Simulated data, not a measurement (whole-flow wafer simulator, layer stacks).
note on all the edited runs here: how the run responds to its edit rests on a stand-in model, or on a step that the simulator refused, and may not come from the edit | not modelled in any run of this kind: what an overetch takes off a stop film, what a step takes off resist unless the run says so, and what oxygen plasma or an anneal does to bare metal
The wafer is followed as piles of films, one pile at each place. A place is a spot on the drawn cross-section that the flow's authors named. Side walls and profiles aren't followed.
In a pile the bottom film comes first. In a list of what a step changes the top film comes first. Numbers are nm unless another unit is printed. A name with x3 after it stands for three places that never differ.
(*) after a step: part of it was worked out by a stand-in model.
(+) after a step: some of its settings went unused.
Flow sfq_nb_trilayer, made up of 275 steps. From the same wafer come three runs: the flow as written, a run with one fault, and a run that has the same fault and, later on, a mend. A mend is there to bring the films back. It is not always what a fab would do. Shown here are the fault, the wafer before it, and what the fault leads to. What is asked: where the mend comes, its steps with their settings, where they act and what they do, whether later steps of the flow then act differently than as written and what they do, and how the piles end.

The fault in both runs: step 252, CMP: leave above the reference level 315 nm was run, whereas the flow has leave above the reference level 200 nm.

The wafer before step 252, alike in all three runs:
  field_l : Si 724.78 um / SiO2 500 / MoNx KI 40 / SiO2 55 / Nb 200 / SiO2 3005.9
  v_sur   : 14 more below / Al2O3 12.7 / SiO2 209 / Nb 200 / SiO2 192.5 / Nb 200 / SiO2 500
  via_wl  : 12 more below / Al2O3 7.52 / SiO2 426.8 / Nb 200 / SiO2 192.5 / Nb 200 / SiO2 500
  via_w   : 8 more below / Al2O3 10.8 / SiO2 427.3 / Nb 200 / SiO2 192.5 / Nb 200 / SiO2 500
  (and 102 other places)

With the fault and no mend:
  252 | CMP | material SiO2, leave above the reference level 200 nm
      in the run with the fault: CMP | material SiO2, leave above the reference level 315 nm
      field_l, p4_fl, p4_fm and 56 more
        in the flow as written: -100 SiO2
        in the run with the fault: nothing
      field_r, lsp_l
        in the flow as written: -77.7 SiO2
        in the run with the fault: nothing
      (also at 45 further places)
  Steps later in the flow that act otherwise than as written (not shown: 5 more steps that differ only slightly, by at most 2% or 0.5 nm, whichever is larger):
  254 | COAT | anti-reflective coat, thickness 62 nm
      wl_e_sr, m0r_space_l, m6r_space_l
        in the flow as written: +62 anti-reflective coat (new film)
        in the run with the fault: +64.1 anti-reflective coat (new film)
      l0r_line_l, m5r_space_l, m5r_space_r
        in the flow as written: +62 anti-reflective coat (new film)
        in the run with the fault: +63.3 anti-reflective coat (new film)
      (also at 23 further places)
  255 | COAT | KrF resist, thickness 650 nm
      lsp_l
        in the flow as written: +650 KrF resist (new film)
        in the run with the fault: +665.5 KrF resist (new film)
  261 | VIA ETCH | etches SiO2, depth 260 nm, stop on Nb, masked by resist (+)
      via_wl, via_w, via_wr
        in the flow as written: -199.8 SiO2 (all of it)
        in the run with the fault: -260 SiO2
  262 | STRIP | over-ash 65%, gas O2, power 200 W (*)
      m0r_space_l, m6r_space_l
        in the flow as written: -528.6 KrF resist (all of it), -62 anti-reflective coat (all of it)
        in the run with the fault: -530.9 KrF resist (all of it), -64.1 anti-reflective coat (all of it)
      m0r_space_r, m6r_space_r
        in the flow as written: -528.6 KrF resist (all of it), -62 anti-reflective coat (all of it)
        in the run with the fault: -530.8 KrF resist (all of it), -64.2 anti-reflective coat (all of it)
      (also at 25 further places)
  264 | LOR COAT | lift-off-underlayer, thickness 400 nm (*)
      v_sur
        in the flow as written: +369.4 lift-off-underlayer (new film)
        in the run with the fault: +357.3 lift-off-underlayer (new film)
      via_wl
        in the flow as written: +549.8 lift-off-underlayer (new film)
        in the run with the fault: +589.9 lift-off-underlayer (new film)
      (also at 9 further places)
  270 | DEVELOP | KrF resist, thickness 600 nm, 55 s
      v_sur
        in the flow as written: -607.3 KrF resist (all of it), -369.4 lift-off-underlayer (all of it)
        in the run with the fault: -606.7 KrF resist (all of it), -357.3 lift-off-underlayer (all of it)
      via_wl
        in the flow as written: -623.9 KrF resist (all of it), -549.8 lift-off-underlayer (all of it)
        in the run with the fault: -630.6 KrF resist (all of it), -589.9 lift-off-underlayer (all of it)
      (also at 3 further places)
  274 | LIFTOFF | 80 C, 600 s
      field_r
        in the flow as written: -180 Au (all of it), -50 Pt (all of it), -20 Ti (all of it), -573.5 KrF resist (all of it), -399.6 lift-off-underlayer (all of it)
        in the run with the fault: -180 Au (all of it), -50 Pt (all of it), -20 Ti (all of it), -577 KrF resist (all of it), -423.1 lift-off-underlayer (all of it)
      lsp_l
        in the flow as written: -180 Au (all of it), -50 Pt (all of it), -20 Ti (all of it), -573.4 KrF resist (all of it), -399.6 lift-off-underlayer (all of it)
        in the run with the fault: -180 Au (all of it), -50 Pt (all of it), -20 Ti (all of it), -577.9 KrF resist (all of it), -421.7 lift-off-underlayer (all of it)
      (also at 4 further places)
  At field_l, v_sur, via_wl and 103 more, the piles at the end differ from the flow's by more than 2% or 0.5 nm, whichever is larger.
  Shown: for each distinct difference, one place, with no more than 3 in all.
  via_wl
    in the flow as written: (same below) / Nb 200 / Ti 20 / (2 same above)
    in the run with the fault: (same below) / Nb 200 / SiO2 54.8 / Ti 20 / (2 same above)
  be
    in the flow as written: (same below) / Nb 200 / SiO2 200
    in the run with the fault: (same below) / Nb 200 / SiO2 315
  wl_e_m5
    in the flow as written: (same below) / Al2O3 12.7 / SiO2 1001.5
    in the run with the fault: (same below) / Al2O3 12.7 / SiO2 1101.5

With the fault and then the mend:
  After step 259 comes the mend.
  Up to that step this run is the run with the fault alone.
  259a | STRIP | over-ash 65%, gas O2, power 200 W (*)
      be, be_sur, gap, jj_sur, ce_l
        -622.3 KrF resist (all of it), -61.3 anti-reflective coat (all of it)
      wl_j_sl, wl_jj, wl_j_sr, wl_a_sl, wl_g_sr
        -623.6 KrF resist (all of it), -61.6 anti-reflective coat (all of it)
      p4_w1, p3_s3, p3_l4, p3_s4
        -625.6 KrF resist (all of it), -62.1 anti-reflective coat (all of it)
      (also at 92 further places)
  259b | CMP | material SiO2, leave above the reference level 200 nm (the flow's step 252, run once more)
      field_l, p4_fl, p4_fm and 56 more
        -100 SiO2
      v_sur, via_wl, via_w and 40 more
        -115 SiO2
      field_r, lsp_l
        -77.7 SiO2
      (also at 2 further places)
  259c | COAT | anti-reflective coat, thickness 62 nm (the flow's step 254, run once more)
      field_l, v_sur, via_wl and 103 more
        +62 anti-reflective coat (new film)
  259d | COAT | KrF resist, thickness 650 nm (the flow's step 255, run once more)
      field_l, v_sur, via_wl and 103 more
        +650 KrF resist (new film)
  259e | SOFTBAKE | KrF resist (the flow's step 256, run once more)
      does not change any film at any place that is followed
  259f | EXPOSE | photomask I7, dose 11.93 mJ/cm2, NA 0.6, wavelength 248 nm (*) (the flow's step 257, run once more)
      does not change any film at any place that is followed
  259g | PEB | KrF resist, 90 s (the flow's step 258, run once more)
      field_l, v_sur, via_wl and 103 more
        -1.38 KrF resist
  259h | DEVELOP | KrF resist, thickness 650 nm, 60 s (the flow's step 259, run once more)
      field_l, v_sur, via_sp and 100 more
        -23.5 KrF resist
      via_wl, via_w, via_wr
        -648.6 KrF resist (all of it)
  None of the later steps of the flow acts differently than as written at any place that is followed.
  At every place that both follow, the piles at the end match the flow's.
